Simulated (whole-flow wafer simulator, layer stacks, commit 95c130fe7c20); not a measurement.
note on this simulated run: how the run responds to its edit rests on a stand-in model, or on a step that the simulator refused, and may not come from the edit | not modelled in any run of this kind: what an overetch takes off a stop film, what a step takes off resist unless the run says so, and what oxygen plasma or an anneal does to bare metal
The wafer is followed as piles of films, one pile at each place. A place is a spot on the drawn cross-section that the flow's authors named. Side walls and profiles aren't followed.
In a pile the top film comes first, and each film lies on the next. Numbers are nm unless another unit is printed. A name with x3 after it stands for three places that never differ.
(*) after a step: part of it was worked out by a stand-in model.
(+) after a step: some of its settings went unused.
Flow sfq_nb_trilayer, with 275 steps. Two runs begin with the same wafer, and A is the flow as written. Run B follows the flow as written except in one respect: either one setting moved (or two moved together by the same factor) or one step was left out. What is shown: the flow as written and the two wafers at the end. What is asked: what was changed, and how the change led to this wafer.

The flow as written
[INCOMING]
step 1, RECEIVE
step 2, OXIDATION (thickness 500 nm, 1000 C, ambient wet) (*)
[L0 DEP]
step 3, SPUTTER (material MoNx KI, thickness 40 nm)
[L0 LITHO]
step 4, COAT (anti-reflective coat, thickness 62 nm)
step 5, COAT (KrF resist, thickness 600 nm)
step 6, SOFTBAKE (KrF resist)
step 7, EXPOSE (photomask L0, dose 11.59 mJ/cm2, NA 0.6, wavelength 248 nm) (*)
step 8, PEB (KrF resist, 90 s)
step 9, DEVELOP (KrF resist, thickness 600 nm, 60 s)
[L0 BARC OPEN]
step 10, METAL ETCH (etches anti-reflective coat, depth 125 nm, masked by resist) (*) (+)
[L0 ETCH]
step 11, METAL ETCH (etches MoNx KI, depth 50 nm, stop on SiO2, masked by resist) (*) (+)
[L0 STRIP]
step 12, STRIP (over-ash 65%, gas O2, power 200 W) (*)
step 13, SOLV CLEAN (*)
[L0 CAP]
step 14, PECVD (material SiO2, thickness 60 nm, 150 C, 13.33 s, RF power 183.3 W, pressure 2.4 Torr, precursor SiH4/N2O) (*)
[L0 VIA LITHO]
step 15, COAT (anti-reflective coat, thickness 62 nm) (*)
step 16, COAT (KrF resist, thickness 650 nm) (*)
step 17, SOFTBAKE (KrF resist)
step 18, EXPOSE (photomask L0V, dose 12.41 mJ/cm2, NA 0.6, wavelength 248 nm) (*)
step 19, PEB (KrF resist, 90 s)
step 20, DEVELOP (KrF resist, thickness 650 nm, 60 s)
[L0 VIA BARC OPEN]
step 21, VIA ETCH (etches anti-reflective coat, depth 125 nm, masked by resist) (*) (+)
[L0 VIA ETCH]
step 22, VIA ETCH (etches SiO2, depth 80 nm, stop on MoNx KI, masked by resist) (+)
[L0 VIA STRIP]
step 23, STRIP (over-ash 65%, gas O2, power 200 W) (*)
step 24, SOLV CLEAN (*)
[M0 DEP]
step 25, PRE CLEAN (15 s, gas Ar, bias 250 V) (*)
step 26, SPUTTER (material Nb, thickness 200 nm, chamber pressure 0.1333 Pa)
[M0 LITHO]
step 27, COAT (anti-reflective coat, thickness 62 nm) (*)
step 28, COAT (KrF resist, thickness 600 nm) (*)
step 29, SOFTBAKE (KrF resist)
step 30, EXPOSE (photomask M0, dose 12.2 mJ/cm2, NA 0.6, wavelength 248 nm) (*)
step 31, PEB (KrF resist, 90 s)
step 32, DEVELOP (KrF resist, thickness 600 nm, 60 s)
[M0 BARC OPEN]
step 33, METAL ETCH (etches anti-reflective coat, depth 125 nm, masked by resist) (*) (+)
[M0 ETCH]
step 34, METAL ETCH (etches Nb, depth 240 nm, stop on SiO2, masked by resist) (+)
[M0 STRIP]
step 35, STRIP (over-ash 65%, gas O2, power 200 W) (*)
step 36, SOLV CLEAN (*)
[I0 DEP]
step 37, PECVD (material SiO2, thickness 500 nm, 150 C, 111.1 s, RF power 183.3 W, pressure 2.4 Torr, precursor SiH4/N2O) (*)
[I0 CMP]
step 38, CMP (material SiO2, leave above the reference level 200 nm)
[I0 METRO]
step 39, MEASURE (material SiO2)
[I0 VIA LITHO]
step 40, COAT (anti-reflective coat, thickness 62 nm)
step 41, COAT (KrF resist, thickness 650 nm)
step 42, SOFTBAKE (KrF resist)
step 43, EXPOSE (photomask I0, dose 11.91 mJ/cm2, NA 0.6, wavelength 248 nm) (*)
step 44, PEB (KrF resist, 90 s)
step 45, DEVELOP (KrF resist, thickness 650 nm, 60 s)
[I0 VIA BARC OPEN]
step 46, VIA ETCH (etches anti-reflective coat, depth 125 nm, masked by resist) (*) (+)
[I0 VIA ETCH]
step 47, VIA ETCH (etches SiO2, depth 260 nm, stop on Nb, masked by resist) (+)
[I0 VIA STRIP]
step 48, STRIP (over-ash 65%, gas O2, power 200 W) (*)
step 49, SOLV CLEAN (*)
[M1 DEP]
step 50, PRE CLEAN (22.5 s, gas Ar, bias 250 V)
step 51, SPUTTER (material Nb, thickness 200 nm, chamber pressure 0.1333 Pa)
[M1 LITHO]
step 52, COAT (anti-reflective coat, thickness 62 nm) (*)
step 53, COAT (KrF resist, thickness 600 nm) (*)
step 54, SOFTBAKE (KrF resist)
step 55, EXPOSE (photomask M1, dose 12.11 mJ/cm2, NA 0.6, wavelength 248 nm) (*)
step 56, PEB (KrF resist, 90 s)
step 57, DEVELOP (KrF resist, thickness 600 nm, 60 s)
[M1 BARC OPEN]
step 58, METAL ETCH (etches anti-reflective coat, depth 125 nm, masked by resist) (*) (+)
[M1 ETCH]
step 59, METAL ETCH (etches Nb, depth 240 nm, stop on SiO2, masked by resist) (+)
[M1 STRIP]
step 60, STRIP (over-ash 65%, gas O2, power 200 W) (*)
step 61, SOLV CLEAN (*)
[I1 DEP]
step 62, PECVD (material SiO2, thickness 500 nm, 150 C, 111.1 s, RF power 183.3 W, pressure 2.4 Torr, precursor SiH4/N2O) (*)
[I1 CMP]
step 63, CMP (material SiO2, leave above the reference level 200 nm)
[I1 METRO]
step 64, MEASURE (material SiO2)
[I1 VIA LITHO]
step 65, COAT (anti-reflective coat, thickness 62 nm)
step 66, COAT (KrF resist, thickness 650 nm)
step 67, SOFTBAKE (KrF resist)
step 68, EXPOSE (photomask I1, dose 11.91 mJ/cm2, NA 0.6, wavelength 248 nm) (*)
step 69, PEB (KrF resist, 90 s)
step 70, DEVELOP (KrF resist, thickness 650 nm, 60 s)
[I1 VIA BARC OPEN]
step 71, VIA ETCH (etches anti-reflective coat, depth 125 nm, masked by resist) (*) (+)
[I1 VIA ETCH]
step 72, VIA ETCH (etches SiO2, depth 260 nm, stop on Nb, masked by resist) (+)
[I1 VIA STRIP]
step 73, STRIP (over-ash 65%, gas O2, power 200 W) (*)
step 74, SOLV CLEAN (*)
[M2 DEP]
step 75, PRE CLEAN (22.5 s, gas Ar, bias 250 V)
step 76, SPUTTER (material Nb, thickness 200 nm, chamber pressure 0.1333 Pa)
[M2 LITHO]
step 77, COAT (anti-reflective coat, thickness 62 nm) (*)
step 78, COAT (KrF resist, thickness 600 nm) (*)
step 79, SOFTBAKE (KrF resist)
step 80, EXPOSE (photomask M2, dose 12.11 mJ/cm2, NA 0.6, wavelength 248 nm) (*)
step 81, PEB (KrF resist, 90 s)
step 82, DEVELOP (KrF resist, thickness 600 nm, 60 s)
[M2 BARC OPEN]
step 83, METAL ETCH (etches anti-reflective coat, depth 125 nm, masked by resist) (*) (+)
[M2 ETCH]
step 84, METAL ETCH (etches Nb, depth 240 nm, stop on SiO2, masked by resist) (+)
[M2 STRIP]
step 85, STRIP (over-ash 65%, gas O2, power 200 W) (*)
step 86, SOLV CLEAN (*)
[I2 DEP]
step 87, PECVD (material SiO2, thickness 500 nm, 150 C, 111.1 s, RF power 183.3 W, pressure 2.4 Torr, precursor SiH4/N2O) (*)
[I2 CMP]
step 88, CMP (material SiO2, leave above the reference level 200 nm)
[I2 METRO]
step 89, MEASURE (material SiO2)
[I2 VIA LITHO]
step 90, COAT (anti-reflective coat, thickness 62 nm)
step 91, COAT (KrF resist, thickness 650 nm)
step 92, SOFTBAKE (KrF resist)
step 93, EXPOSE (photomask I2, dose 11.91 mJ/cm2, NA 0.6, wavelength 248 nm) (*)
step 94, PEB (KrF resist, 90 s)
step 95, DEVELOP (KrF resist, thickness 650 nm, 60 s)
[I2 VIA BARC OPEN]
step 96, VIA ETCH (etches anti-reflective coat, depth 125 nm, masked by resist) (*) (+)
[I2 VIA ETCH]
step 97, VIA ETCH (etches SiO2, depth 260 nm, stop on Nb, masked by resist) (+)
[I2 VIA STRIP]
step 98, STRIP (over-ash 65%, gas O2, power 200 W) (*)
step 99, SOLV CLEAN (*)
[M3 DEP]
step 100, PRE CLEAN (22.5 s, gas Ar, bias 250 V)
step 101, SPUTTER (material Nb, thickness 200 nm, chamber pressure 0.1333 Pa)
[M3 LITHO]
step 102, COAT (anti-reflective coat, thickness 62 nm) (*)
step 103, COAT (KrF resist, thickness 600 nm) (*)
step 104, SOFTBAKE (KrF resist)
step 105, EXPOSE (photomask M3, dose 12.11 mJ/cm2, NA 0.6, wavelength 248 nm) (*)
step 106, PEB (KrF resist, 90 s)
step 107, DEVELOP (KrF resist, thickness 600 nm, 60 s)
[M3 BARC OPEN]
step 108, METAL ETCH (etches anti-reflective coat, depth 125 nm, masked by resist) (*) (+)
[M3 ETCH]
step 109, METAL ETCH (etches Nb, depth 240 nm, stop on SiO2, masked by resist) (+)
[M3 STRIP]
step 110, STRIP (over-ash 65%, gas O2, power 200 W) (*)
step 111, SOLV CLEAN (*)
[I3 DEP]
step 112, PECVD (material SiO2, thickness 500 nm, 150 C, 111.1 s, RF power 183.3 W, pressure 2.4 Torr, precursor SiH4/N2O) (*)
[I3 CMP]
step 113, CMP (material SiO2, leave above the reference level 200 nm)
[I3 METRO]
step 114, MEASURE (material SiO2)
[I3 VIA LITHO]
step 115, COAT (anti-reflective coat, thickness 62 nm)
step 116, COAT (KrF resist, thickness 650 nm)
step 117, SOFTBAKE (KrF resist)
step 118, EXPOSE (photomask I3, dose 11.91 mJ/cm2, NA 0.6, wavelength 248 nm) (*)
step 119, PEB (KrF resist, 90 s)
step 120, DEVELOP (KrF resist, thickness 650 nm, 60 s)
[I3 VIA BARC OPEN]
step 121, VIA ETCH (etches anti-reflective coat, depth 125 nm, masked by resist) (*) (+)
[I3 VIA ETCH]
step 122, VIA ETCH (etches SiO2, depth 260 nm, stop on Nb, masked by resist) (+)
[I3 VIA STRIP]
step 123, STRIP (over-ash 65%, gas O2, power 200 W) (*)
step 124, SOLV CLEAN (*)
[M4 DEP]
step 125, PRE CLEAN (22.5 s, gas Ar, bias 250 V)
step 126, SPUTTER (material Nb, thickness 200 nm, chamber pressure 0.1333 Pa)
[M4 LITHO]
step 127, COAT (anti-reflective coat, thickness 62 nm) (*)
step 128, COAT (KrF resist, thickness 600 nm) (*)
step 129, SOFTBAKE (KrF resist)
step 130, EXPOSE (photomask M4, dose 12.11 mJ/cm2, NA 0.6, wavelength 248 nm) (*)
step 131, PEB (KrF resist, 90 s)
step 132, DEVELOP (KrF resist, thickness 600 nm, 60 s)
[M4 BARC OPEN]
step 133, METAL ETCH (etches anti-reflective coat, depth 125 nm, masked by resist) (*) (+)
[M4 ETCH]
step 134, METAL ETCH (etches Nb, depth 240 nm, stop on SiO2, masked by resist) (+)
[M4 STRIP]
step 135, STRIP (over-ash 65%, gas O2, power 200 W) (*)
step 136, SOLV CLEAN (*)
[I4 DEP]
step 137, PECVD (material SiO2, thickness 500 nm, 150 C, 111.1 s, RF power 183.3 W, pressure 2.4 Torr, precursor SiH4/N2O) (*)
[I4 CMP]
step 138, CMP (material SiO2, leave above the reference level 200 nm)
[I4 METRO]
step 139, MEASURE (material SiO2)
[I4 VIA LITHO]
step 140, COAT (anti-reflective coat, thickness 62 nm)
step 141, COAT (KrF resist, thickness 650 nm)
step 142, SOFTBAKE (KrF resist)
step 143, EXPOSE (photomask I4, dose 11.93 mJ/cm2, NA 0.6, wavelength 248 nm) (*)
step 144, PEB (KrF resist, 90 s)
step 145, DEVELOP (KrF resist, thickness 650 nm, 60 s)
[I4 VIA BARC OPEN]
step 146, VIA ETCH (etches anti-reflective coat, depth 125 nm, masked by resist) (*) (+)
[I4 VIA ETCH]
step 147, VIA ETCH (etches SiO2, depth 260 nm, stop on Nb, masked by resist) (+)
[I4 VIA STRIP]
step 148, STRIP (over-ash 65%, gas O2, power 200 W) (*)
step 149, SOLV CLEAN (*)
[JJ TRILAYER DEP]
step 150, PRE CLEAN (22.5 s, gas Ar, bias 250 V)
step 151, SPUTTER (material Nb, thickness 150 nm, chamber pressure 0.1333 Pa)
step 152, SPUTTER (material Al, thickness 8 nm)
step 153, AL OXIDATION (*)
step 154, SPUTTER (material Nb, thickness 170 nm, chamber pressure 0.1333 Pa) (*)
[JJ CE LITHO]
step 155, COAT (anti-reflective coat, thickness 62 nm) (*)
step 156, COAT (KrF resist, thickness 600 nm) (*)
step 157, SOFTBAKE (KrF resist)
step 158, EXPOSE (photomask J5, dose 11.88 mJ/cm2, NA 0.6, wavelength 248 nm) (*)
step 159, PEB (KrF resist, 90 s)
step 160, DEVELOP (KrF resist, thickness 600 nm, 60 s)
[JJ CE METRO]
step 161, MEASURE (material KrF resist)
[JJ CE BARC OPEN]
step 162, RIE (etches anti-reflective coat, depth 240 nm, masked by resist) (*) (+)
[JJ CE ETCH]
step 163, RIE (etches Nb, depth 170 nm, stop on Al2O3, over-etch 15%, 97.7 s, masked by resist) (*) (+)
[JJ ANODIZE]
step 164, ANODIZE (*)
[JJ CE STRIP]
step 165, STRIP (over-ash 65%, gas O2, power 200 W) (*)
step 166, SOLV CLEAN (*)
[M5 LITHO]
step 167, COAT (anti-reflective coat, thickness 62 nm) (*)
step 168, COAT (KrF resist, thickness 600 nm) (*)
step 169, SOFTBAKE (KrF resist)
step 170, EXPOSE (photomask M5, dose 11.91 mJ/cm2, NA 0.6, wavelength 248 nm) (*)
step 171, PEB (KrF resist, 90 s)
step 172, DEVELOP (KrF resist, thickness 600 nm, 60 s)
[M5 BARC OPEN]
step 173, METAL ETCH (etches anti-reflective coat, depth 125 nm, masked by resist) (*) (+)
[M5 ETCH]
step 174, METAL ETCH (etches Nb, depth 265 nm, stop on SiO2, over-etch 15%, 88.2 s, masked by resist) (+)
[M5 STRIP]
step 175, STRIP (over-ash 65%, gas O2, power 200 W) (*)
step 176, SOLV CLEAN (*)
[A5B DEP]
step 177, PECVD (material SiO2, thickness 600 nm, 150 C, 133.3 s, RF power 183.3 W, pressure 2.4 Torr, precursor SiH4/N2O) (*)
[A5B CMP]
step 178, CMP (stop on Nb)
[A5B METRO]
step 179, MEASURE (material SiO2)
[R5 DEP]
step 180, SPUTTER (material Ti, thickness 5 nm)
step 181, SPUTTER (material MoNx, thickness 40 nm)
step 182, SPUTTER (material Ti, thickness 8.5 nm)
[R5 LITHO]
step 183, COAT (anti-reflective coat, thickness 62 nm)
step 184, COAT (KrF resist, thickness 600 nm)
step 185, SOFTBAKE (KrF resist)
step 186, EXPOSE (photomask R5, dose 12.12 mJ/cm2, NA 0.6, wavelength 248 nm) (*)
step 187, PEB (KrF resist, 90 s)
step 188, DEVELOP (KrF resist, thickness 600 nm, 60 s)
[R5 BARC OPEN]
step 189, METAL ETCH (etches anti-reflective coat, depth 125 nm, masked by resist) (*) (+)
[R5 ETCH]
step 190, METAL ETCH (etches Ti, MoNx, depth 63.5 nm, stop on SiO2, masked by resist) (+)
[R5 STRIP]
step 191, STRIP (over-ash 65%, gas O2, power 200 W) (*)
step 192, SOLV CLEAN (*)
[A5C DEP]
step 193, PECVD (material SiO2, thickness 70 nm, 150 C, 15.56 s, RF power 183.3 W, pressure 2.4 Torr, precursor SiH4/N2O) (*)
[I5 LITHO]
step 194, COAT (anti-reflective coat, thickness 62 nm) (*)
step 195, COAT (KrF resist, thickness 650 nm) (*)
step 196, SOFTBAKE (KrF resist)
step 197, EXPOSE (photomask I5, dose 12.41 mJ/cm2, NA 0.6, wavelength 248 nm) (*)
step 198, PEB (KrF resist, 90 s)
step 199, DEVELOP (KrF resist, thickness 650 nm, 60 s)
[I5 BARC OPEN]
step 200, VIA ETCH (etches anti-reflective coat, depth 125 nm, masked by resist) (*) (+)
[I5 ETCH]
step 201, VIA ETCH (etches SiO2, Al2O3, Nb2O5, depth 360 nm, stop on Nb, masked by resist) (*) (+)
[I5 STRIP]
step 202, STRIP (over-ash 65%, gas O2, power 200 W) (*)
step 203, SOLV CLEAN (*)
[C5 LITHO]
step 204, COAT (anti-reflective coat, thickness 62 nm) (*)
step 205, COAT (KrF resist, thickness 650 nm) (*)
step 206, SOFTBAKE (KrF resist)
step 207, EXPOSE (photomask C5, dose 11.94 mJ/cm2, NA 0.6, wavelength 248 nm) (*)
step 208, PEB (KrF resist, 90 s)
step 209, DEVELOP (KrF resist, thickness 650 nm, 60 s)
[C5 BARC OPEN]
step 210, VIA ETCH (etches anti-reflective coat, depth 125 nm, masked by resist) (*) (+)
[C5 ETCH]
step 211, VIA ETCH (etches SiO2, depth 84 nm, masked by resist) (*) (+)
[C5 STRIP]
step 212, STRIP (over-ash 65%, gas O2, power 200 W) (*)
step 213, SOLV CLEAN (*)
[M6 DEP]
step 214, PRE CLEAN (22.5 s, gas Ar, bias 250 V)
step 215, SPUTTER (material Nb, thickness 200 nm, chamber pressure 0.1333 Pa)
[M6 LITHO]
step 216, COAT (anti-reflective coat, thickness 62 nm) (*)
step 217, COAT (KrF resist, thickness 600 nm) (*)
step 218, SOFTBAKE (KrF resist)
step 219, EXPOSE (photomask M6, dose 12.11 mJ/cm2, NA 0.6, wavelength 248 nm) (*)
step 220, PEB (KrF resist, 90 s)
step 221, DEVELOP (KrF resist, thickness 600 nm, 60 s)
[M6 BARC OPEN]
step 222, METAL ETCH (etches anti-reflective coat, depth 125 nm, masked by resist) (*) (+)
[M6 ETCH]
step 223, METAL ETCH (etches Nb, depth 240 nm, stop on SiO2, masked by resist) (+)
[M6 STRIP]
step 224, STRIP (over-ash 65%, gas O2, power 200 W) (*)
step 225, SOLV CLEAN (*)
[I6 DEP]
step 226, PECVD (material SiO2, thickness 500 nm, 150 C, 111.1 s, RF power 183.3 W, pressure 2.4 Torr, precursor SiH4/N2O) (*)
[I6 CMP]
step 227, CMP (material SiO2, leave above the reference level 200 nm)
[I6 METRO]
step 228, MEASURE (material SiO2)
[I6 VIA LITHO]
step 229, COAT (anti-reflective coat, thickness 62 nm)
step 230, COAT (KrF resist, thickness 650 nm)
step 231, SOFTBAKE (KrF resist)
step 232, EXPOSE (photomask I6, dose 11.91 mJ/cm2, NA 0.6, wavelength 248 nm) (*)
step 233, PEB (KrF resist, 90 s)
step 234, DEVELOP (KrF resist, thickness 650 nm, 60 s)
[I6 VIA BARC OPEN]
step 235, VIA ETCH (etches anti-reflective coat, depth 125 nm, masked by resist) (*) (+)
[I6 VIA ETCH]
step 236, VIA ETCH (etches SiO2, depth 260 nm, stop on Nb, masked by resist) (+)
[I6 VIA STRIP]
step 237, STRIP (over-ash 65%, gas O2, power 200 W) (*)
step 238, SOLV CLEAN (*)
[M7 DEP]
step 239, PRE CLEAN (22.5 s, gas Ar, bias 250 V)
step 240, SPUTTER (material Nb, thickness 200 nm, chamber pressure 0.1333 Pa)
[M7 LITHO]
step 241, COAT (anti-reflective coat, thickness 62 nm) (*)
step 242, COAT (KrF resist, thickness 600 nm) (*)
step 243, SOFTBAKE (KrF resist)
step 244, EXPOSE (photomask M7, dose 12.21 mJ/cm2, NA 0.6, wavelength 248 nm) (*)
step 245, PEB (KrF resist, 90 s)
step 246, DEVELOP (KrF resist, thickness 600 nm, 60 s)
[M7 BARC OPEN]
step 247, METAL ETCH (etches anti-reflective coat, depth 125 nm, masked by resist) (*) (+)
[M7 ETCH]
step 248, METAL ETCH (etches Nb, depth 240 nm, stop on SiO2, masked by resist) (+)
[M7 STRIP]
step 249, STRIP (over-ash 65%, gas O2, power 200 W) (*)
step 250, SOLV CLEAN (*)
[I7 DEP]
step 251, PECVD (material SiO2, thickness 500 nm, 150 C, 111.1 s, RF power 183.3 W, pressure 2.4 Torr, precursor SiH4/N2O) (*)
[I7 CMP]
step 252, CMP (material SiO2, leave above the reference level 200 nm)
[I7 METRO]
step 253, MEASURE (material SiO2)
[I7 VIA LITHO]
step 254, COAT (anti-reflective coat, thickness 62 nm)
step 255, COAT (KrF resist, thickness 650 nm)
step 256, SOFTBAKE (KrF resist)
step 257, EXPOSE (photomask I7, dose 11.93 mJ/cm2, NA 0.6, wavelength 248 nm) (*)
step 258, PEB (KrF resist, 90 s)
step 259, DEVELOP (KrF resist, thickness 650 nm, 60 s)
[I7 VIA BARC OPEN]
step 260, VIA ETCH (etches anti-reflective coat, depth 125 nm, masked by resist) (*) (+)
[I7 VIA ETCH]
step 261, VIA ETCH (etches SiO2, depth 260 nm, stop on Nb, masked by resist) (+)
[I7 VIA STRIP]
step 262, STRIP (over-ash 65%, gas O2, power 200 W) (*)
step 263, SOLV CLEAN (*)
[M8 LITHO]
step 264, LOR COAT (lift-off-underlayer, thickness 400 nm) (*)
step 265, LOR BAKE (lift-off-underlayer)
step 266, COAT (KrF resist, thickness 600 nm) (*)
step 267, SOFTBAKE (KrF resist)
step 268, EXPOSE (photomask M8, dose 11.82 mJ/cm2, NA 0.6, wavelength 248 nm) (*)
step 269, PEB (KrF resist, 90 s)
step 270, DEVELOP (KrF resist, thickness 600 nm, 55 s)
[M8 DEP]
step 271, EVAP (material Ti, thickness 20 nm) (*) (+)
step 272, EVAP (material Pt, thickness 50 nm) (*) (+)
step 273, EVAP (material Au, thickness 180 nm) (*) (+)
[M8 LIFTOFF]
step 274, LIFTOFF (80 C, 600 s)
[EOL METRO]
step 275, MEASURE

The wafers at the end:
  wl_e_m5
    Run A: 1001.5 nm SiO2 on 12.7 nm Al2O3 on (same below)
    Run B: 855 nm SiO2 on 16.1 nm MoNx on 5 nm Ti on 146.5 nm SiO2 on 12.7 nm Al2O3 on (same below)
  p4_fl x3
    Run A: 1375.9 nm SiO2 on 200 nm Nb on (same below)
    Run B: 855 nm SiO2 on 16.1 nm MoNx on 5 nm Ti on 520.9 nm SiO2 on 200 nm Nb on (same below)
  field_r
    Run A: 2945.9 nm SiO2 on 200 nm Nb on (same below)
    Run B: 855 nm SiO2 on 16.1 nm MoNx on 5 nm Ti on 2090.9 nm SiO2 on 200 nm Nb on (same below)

The reason: step 190, METAL ETCH: depth 32.4 nm was run, though the flow has depth 63.5 nm.

Step by step, how the change led to this:
  step 190, METAL ETCH (etches Ti, MoNx, depth 63.5 nm, stop on SiO2, masked by resist) (+)
      field_l, v_sur, via_wl and 92 more: A Ti loses 8.5 (all of it), MoNx loses 40 (all of it), Ti loses 5 (all of it) | B Ti loses 8.5 (all of it), MoNx loses 23.9
      ce_l, c5j, ce_r, wl_jj: A Ti loses 8.5 (all of it), MoNx loses 40 (all of it), Ti loses 5 (all of it), Nb loses 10 | B Ti loses 8.5 (all of it), MoNx loses 23.9
      (and at 7 other places as well)
  step 191, STRIP (over-ash 65%, gas O2, power 200 W) (*)
      be_r, r_sur, res, r_end, r5r_line_l, r5r_line_c, r5r_line_r: A KrF resist loses 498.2 (all of it), anti-reflective coat loses 62 (all of it) | B KrF resist loses 510.6 (all of it), anti-reflective coat loses 62 (all of it)
  step 193, PECVD (material SiO2, thickness 70 nm, 150 C, 15.56 s, RF power 183.3 W, pressure 2.4 Torr, precursor SiH4/N2O) (*)
      field_l, v_sur, via_wl and 92 more: A SiO2 gains 70 | B SiO2 gains 70 (new film)
  step 194, COAT (anti-reflective coat, thickness 62 nm) (*)
      wl_j_sl, wl_j_sr: A anti-reflective coat gains 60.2 (new film) | B anti-reflective coat gains 62 (new film)
      r5r_spacepad_l, r5r_spacepad_r: A anti-reflective coat gains 84.4 (new film) | B anti-reflective coat gains 75.3 (new film)
      (and at 15 other places as well)
  step 201, VIA ETCH (etches SiO2, Al2O3, Nb2O5, depth 360 nm, stop on Nb, masked by resist) (*) (+)
      be: A SiO2 loses 216.4 (all of it), Al2O3 loses 12.7 (all of it), Nb2O5 loses 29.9 (all of it) | B SiO2 loses 69.8 (all of it), MoNx loses 16.1 (all of it), Ti loses 5 (all of it), SiO2 loses 146.5 (all of it), Al2O3 loses 12.7 (all of it), Nb2O5 loses 29.9 (all of it)
  step 202, STRIP (over-ash 65%, gas O2, power 200 W) (*)
      wl_j_sl, wl_j_sr: A KrF resist loses 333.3 (all of it), anti-reflective coat loses 60.2 (all of it) | B KrF resist loses 333.2 (all of it), anti-reflective coat loses 62 (all of it)
      r5r_spacepad_l, r5r_spacepad_r: A KrF resist loses 335.6 (all of it), anti-reflective coat loses 84.4 (all of it) | B KrF resist loses 334.7 (all of it), anti-reflective coat loses 75.3 (all of it)
      (and at 15 other places as well)
  step 204, COAT (anti-reflective coat, thickness 62 nm) (*)
      wl_j_sl, wl_j_sr: A anti-reflective coat gains 60.2 (new film) | B anti-reflective coat gains 62 (new film)
      r5r_spacepad_l, r5r_spacepad_r: A anti-reflective coat gains 84.4 (new film) | B anti-reflective coat gains 75.3 (new film)
      (and at 17 other places as well)
  step 210, VIA ETCH (etches anti-reflective coat, depth 125 nm, masked by resist) (*) (+)
      field_l, v_sur, via_wl and 101 more: A KrF resist loses 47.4 | B KrF resist loses 48.9
      c5j: A anti-reflective coat loses 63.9 (all of it), SiO2 loses 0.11 | B anti-reflective coat loses 61.3 (all of it), SiO2 loses 0.13
      (and at 1 other place as well)
  step 211, VIA ETCH (etches SiO2, depth 84 nm, masked by resist) (*) (+)
      c5j: A SiO2 loses 69.9 (all of it), Nb loses 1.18 | B SiO2 loses 69.9 (all of it)
  step 212, STRIP (over-ash 65%, gas O2, power 200 W) (*)
      wl_j_sl, wl_j_sr: A KrF resist loses 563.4 (all of it), anti-reflective coat loses 60.2 (all of it) | B KrF resist loses 561.8 (all of it), anti-reflective coat loses 62 (all of it)
      r5r_spacepad_l, r5r_spacepad_r: A KrF resist loses 565.8 (all of it), anti-reflective coat loses 84.4 (all of it) | B KrF resist loses 563.3 (all of it), anti-reflective coat loses 75.3 (all of it)
      (and at 15 other places as well)
  step 214, PRE CLEAN (22.5 s, gas Ar, bias 250 V)
      c5j: A Nb loses 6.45 | B MoNx loses 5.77
  step 215, SPUTTER (material Nb, thickness 200 nm, chamber pressure 0.1333 Pa)
      c5j: A Nb gains 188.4 | B Nb gains 189.1 (new film)
      be: A Nb gains 147.3 | B Nb gains 142.6
  step 216, COAT (anti-reflective coat, thickness 62 nm) (*)
      wl_j_sl, wl_j_sr: A anti-reflective coat gains 60.2 (new film) | B anti-reflective coat gains 62 (new film)
      r5r_line_l, r5r_line_c: A anti-reflective coat gains 50 (new film) | B anti-reflective coat gains 53.8 (new film)
      (and at 17 other places as well)
  step 217, COAT (KrF resist, thickness 600 nm) (*)
      be: A KrF resist gains 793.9 (new film) | B KrF resist gains 811.9 (new film)
  step 222, METAL ETCH (etches anti-reflective coat, depth 125 nm, masked by resist) (*) (+)
      r5r_line_l, r5r_line_c: A anti-reflective coat loses 50 (all of it) | B anti-reflective coat loses 53.8 (all of it)
      r5r_spacepad_l, r5r_spacepad_r: A anti-reflective coat loses 85.7 (all of it) | B anti-reflective coat loses 75.7 (all of it)
      (and at 3 other places as well)
  step 224, STRIP (over-ash 65%, gas O2, power 200 W) (*)
      wl_j_sl, wl_j_sr: A KrF resist loses 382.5 (all of it), anti-reflective coat loses 60.2 (all of it) | B KrF resist loses 382.4 (all of it), anti-reflective coat loses 62 (all of it)
      wire: A KrF resist loses 369.8 (all of it), anti-reflective coat loses 48.3 (all of it) | B KrF resist loses 368.1 (all of it), anti-reflective coat loses 47.3 (all of it)
      (and at 11 other places as well)
  ... 1 further step ...
  step 227, CMP (material SiO2, leave above the reference level 200 nm)
      ce_l, ce_r, wl_jj: A SiO2 loses 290 | B SiO2 loses 300
      be_r, r_sur, r_end: A SiO2 loses 353.5 | B SiO2 loses 332.4
      (and at 7 other places as well)
With metal films that touch counted as one body, wl_e_m5 has 7 bodies (between them, from the top down: SiO2 146.5 / Al2O3 12.7 / Nb2O5 29.9; SiO2 192.5; SiO2 192.5; SiO2 192.5; SiO2 192.5; SiO2 192.5); the flow as written gives 6 bodies (between them, from the top down: SiO2 192.5; SiO2 192.5; SiO2 192.5; SiO2 192.5; SiO2 192.5).
With metal films that touch counted as one body, p4_fl x3 has 3 bodies (between them, from the top down: SiO2 520.9; SiO2 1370); the flow as written gives 2 bodies (between them, from the top down: SiO2 1370).
With metal films that touch counted as one body, field_r has 2 bodies (between them, from the top down: SiO2 2090.9); the flow as written gives 1 body.
